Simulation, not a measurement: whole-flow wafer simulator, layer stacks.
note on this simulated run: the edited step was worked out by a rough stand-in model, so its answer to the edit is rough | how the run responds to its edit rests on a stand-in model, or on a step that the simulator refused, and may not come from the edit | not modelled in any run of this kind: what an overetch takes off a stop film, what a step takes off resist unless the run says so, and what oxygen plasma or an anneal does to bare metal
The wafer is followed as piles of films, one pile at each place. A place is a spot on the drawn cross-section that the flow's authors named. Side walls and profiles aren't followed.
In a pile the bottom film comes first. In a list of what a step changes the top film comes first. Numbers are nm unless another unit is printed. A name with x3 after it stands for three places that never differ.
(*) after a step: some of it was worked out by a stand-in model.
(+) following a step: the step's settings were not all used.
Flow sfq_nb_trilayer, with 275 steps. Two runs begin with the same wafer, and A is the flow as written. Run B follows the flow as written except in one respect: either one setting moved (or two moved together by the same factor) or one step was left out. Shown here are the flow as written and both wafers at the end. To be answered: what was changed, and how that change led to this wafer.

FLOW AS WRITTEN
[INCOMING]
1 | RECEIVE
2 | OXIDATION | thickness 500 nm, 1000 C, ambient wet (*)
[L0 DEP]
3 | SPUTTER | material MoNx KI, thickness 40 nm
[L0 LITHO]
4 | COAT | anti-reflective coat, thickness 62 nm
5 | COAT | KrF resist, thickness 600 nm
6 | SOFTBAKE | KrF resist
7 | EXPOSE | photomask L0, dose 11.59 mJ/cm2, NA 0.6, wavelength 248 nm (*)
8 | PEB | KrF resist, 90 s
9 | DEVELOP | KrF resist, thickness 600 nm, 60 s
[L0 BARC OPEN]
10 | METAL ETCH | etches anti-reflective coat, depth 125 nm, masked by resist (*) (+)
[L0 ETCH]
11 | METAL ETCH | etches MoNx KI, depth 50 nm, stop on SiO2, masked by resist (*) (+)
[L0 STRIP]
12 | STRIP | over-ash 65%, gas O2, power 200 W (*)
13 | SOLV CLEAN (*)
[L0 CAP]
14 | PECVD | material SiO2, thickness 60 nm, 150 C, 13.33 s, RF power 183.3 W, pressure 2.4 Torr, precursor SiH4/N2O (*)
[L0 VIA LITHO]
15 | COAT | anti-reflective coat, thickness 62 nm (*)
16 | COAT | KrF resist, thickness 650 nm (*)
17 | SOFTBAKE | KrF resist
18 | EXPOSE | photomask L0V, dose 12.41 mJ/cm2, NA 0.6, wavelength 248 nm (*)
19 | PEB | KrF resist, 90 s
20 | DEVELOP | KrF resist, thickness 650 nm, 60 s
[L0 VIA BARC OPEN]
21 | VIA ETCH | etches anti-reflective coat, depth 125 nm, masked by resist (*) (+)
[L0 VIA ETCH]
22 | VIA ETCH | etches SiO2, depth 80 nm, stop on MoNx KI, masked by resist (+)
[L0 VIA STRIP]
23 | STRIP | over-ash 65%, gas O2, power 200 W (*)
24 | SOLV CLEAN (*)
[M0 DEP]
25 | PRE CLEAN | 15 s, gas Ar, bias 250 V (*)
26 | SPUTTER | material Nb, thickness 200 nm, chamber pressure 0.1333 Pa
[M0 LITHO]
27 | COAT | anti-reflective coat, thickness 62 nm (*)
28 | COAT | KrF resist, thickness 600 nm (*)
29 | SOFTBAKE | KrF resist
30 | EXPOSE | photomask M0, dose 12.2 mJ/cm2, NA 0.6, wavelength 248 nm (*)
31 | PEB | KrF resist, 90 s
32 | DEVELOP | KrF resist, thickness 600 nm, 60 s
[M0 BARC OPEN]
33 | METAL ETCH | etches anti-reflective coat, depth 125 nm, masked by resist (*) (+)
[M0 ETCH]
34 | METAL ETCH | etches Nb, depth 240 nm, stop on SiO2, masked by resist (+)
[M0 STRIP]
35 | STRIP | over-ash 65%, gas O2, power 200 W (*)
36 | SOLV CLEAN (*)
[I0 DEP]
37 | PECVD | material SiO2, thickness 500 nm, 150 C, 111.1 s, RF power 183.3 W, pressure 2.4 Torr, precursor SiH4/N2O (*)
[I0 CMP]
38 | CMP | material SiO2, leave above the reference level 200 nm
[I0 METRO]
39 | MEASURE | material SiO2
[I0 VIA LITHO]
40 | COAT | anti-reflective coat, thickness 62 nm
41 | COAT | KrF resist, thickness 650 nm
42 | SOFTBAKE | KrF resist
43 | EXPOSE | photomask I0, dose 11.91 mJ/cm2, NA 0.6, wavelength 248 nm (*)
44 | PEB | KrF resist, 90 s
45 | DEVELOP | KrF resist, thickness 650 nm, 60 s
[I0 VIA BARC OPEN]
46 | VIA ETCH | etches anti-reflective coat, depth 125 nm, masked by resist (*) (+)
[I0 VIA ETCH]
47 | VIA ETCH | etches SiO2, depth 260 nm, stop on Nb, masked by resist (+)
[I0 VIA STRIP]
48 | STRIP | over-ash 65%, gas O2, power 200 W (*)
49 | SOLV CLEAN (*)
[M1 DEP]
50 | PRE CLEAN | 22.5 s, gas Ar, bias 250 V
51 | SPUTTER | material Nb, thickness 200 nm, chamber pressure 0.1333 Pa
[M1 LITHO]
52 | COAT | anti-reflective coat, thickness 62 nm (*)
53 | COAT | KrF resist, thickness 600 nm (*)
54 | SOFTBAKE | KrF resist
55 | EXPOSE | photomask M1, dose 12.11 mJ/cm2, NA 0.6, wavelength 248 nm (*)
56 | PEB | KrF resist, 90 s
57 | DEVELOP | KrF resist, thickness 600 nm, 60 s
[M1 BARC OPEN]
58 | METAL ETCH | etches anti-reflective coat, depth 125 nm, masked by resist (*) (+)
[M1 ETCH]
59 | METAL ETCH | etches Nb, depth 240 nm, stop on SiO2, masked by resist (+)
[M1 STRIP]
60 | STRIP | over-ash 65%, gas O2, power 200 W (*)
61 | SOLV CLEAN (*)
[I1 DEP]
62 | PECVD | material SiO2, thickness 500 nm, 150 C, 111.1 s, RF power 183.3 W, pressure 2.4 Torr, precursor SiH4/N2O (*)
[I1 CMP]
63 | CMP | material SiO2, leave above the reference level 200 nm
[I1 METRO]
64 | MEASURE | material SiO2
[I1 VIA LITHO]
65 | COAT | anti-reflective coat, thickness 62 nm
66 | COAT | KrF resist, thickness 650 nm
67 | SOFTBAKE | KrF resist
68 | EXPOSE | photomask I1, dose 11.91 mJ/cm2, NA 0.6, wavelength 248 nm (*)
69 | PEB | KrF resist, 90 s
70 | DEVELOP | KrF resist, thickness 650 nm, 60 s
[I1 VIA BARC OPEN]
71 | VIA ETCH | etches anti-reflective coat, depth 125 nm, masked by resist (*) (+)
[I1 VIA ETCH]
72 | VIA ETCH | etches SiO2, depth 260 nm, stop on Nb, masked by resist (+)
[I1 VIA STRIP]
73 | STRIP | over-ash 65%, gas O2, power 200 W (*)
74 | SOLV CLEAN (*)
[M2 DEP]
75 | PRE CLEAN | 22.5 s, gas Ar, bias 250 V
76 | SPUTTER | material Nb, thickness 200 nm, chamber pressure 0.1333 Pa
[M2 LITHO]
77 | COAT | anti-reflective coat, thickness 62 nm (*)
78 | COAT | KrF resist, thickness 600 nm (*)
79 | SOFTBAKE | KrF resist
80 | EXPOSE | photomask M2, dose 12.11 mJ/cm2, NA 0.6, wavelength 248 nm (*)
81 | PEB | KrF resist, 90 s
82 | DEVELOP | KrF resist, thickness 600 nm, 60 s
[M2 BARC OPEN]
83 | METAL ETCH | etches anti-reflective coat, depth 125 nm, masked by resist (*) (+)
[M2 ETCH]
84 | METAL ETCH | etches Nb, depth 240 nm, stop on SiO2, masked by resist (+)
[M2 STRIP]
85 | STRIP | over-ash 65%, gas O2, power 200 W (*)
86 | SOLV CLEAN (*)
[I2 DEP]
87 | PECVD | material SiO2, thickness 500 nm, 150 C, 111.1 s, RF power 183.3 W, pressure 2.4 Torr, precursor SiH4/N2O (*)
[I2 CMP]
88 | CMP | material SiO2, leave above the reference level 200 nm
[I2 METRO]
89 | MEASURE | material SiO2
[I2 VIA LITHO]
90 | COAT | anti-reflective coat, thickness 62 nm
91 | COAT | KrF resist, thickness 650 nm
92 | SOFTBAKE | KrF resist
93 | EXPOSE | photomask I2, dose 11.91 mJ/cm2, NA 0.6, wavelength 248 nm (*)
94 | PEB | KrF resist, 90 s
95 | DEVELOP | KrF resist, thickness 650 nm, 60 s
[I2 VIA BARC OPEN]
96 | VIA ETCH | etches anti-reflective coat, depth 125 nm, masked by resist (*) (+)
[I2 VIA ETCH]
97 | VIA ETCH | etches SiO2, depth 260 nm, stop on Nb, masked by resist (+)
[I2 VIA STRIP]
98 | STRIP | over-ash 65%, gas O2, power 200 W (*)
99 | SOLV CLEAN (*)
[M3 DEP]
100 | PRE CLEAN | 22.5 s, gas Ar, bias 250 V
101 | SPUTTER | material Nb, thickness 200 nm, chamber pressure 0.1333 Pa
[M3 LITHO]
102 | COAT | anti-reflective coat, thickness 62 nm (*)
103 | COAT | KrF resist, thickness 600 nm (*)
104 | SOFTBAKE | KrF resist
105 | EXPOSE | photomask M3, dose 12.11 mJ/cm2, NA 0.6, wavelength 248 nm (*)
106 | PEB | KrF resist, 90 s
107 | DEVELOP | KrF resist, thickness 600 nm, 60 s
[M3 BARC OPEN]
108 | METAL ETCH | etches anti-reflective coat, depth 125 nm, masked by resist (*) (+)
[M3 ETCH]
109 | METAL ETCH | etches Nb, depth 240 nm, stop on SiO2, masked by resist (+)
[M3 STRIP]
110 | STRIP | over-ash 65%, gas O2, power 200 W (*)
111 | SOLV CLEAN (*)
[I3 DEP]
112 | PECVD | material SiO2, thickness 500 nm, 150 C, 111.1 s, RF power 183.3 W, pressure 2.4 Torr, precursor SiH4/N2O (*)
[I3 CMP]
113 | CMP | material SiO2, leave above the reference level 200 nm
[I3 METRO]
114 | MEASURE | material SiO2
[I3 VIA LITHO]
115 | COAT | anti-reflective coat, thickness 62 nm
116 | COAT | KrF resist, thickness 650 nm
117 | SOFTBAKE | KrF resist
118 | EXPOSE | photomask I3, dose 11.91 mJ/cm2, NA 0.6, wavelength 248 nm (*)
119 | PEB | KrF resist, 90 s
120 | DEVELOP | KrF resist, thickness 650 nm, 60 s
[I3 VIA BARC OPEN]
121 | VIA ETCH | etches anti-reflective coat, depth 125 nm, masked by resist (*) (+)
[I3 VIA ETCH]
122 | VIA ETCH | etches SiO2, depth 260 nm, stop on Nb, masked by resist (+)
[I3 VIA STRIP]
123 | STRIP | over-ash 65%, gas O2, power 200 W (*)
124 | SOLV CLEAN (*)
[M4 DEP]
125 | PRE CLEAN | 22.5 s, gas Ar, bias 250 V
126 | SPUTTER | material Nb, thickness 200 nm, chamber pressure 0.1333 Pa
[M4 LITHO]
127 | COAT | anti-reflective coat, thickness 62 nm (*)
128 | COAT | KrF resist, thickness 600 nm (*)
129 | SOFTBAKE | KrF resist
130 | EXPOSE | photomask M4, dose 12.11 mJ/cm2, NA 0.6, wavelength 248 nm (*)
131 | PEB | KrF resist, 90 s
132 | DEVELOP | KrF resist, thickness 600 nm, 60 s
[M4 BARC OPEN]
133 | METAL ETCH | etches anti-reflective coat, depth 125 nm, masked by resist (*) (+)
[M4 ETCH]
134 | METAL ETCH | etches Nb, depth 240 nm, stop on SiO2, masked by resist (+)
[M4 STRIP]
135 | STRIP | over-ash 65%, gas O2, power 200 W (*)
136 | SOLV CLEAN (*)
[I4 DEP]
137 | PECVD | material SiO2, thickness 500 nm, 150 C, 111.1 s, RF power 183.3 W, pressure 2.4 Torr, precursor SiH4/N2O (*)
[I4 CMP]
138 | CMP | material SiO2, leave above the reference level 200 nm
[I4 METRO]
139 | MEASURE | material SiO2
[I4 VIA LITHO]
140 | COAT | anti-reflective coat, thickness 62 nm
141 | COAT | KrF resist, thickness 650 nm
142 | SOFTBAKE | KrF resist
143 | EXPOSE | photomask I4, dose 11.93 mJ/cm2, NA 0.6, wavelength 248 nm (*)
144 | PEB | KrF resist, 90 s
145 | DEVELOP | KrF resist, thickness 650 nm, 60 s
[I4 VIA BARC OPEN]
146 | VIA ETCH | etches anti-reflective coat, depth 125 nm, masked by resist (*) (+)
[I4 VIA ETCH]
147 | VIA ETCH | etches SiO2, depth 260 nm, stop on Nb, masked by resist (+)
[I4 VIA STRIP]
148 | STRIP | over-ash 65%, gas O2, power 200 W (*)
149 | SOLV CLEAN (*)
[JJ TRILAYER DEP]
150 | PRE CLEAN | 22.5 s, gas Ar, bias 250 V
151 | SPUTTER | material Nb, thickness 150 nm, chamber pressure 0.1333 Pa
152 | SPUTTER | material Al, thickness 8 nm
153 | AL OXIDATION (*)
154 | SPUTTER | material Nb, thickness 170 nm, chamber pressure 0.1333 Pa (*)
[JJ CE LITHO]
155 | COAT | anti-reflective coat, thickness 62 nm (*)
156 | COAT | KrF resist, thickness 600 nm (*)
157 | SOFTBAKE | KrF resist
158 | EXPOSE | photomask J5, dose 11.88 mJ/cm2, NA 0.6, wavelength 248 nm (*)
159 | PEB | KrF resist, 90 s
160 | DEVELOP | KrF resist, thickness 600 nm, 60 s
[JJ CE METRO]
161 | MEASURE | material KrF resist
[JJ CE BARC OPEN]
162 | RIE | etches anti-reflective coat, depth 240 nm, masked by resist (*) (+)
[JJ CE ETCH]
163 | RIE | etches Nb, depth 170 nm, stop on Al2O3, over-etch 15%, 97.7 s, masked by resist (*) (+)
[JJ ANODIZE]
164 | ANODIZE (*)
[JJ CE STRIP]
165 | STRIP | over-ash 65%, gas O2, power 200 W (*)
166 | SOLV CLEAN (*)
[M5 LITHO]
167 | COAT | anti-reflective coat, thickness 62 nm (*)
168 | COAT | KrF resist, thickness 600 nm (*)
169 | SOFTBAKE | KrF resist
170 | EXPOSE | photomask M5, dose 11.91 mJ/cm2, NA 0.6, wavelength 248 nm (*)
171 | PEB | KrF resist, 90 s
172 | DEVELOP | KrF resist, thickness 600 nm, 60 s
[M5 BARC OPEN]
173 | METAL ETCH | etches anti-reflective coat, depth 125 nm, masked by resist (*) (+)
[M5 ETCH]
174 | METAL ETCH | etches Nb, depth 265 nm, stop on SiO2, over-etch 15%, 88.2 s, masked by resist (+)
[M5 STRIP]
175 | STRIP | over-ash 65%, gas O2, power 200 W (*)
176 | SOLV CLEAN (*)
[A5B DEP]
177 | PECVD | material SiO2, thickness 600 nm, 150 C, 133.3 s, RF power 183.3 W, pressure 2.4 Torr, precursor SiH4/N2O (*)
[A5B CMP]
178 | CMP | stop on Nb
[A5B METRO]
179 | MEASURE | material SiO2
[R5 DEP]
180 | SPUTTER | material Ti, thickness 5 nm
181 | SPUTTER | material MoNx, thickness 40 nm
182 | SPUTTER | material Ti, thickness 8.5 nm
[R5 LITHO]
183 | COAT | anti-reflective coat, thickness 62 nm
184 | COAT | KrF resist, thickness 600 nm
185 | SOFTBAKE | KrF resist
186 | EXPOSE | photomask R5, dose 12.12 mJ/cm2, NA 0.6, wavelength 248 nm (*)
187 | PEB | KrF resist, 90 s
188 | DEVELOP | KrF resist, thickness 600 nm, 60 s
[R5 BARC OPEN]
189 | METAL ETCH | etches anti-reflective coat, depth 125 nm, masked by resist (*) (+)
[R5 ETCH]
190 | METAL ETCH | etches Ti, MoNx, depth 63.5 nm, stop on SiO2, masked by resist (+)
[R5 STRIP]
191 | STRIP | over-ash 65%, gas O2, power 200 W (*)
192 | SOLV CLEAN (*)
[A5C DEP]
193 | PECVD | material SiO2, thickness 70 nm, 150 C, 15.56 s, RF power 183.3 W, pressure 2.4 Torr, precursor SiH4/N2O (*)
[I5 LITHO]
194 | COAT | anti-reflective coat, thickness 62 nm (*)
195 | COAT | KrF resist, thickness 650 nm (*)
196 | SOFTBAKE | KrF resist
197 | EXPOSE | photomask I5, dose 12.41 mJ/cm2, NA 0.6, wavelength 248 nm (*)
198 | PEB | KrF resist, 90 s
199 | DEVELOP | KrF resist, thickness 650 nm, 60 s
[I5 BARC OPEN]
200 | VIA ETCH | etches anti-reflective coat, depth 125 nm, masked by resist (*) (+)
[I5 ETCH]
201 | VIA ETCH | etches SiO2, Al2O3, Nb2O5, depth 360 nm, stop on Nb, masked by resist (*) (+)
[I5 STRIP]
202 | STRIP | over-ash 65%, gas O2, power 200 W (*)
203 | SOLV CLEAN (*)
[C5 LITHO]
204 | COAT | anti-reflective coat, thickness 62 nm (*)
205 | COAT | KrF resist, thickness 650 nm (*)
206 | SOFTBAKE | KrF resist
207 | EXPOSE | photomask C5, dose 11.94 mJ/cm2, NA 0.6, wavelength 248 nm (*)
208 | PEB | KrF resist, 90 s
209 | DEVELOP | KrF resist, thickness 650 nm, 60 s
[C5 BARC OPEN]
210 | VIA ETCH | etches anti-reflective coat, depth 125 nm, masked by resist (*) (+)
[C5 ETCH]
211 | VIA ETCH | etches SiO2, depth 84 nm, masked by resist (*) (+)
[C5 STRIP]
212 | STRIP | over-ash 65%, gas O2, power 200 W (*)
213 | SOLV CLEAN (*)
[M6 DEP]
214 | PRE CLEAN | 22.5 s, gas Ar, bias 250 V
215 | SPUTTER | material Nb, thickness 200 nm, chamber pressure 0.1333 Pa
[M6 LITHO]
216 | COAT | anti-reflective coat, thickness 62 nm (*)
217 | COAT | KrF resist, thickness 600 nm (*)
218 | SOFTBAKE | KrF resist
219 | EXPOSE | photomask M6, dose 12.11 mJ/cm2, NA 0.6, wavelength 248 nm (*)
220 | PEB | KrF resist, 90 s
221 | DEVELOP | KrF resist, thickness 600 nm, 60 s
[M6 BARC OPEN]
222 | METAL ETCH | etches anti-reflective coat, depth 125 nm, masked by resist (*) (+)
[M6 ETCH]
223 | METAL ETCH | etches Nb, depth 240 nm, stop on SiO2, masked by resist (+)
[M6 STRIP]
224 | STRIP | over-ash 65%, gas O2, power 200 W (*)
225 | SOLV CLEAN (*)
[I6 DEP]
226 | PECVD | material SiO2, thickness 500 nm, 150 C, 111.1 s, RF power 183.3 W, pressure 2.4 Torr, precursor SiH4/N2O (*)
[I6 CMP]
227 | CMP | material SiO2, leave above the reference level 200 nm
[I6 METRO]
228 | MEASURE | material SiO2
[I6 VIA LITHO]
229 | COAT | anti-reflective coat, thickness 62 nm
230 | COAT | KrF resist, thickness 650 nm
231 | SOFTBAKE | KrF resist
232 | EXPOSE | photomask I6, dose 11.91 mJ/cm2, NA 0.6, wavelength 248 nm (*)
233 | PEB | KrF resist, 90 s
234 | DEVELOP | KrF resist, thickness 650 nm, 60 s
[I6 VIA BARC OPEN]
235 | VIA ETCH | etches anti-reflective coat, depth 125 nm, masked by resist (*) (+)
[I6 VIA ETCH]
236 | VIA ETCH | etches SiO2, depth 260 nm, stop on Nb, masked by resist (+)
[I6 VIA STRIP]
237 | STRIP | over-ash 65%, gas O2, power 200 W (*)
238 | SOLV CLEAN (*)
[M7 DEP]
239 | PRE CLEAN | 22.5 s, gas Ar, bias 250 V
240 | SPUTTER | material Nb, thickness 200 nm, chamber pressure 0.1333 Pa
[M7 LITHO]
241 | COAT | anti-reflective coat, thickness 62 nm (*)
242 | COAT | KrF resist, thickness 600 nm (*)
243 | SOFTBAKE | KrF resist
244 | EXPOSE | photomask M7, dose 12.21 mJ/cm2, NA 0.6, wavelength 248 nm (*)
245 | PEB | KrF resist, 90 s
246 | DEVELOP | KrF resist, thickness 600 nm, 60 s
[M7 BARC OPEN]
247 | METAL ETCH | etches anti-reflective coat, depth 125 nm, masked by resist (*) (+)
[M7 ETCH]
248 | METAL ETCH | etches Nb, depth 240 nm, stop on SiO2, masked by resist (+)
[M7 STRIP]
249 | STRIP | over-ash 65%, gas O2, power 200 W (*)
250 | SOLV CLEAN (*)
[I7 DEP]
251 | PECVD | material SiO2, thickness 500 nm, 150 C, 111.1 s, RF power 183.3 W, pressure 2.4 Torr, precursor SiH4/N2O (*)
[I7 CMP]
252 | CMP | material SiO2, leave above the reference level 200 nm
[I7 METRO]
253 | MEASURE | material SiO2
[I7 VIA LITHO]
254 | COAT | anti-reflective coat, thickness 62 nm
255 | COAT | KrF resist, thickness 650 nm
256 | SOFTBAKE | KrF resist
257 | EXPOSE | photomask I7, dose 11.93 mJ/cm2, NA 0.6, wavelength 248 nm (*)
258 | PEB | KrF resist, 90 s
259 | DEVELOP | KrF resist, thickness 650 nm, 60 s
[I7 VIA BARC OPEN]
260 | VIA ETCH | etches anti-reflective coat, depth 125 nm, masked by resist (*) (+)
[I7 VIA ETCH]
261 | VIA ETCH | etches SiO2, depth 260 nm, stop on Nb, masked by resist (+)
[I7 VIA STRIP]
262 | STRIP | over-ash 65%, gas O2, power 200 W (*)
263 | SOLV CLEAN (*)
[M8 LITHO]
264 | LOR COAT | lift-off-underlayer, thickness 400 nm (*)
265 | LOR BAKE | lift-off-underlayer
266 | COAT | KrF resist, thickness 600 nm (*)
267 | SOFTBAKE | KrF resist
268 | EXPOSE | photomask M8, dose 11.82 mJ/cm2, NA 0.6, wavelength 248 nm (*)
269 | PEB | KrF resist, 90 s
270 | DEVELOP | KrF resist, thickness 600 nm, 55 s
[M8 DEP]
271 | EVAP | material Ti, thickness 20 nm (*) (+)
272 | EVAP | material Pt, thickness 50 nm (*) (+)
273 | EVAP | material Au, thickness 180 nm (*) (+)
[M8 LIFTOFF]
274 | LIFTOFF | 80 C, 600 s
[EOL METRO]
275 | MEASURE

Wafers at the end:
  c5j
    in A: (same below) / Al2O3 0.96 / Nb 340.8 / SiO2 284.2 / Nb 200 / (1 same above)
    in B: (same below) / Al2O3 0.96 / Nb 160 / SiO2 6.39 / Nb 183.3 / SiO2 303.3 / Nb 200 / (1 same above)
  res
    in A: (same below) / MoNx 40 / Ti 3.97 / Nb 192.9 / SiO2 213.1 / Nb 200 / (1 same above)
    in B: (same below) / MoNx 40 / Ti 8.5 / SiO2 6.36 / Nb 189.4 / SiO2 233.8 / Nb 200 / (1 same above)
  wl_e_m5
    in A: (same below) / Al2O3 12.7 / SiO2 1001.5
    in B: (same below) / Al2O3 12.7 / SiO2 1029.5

The reason: step 193, PECVD: thickness 98 nm was run, while the flow as written has thickness 70 nm; step 193, PECVD: 21.78 s was run, where the flow has 15.56 s.

Step by step, how the change led to this:
  193 | PECVD | material SiO2, thickness 70 nm, 150 C, 15.56 s, RF power 183.3 W, pressure 2.4 Torr, precursor SiH4/N2O (*)
      field_l, v_sur, via_wl and 92 more: A SiO2 gains 70 | B SiO2 gains 98
      ce_l, c5j, ce_r and 8 more: A SiO2 gains 70 (new film) | B SiO2 gains 98 (new film)
  201 | VIA ETCH | etches SiO2, Al2O3, Nb2O5, depth 360 nm, stop on Nb, masked by resist (*) (+)
      be: A SiO2 loses 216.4 (all of it), Al2O3 loses 12.7 (all of it), Nb2O5 loses 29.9 (all of it) | B SiO2 loses 244.4 (all of it), Al2O3 loses 12.7 (all of it), Nb2O5 loses 29.9 (all of it)
  204 | COAT | anti-reflective coat, thickness 62 nm (*)
      be: A anti-reflective coat gains 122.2 (new film) | B anti-reflective coat gains 126.3 (new film)
      be_sur: A anti-reflective coat gains 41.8 (new film) | B anti-reflective coat gains 40.4 (new film)
  205 | COAT | KrF resist, thickness 650 nm (*)
      be: A KrF resist gains 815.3 (new film) | B KrF resist gains 835.3 (new film)
  211 | VIA ETCH | etches SiO2, depth 84 nm, masked by resist (*) (+)
      c5j: A SiO2 loses 69.9 (all of it), Nb loses 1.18 | B SiO2 loses 84
      res: A SiO2 loses 69.9 (all of it) | B SiO2 loses 84
  212 | STRIP | over-ash 65%, gas O2, power 200 W (*)
      be: A KrF resist loses 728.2 (all of it), anti-reflective coat loses 122.2 (all of it) | B KrF resist loses 748.2 (all of it), anti-reflective coat loses 126.3 (all of it)
      be_sur: A KrF resist loses 559.6 (all of it), anti-reflective coat loses 41.8 (all of it) | B KrF resist loses 558.4 (all of it), anti-reflective coat loses 40.4 (all of it)
  214 | PRE CLEAN | 22.5 s, gas Ar, bias 250 V
      c5j: A Nb loses 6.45 | B SiO2 loses 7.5
      res: A Ti loses 4.53 | B SiO2 loses 7.5
  215 | SPUTTER | material Nb, thickness 200 nm, chamber pressure 0.1333 Pa
      c5j: A Nb gains 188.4 | B Nb gains 183.3 (new film)
      be: A Nb gains 147.3 | B Nb gains 141.1
  216 | COAT | anti-reflective coat, thickness 62 nm (*)
      wire: A anti-reflective coat gains 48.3 (new film) | B anti-reflective coat gains 47.1 (new film)
      be: A anti-reflective coat gains 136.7 (new film) | B anti-reflective coat gains 141.5 (new film)
      (as well as at 6 more places)
  217 | COAT | KrF resist, thickness 600 nm (*)
      be: A KrF resist gains 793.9 (new film) | B KrF resist gains 825 (new film)
  224 | STRIP | over-ash 65%, gas O2, power 200 W (*)
      wire: A KrF resist loses 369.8 (all of it), anti-reflective coat loses 48.3 (all of it) | B KrF resist loses 371.8 (all of it), anti-reflective coat loses 47.1 (all of it)
      be: A KrF resist loses 575.8 (all of it), anti-reflective coat loses 136.7 (all of it) | B KrF resist loses 606.8 (all of it), anti-reflective coat loses 141.5 (all of it)
      (as well as at 6 more places)
  226 | PECVD | material SiO2, thickness 500 nm, 150 C, 111.1 s, RF power 183.3 W, pressure 2.4 Torr, precursor SiH4/N2O (*)
      be: A SiO2 gains 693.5 (new film) | B SiO2 gains 727.7 (new film)
      c5j: A SiO2 gains 514.7 (new film) | B SiO2 gains 533.8 (new film)
  227 | CMP | material SiO2, leave above the reference level 200 nm
      res: A SiO2 loses 279.4 | B SiO2 loses 258.7
If metal films that touch count as one body, c5j has 5 bodies (between them, from the top down: SiO2 303.3; SiO2 6.39; Al2O3 0.96; SiO2 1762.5); the flow as written gives 4 bodies (between them, from the top down: SiO2 284.2; Al2O3 0.96; SiO2 1762.5).
If metal films that touch count as one body, res has 4 bodies (between them, from the top down: SiO2 233.8; SiO2 6.36; SiO2 2090.9); the flow as written gives 3 bodies (between them, from the top down: SiO2 213.1; SiO2 2090.9).
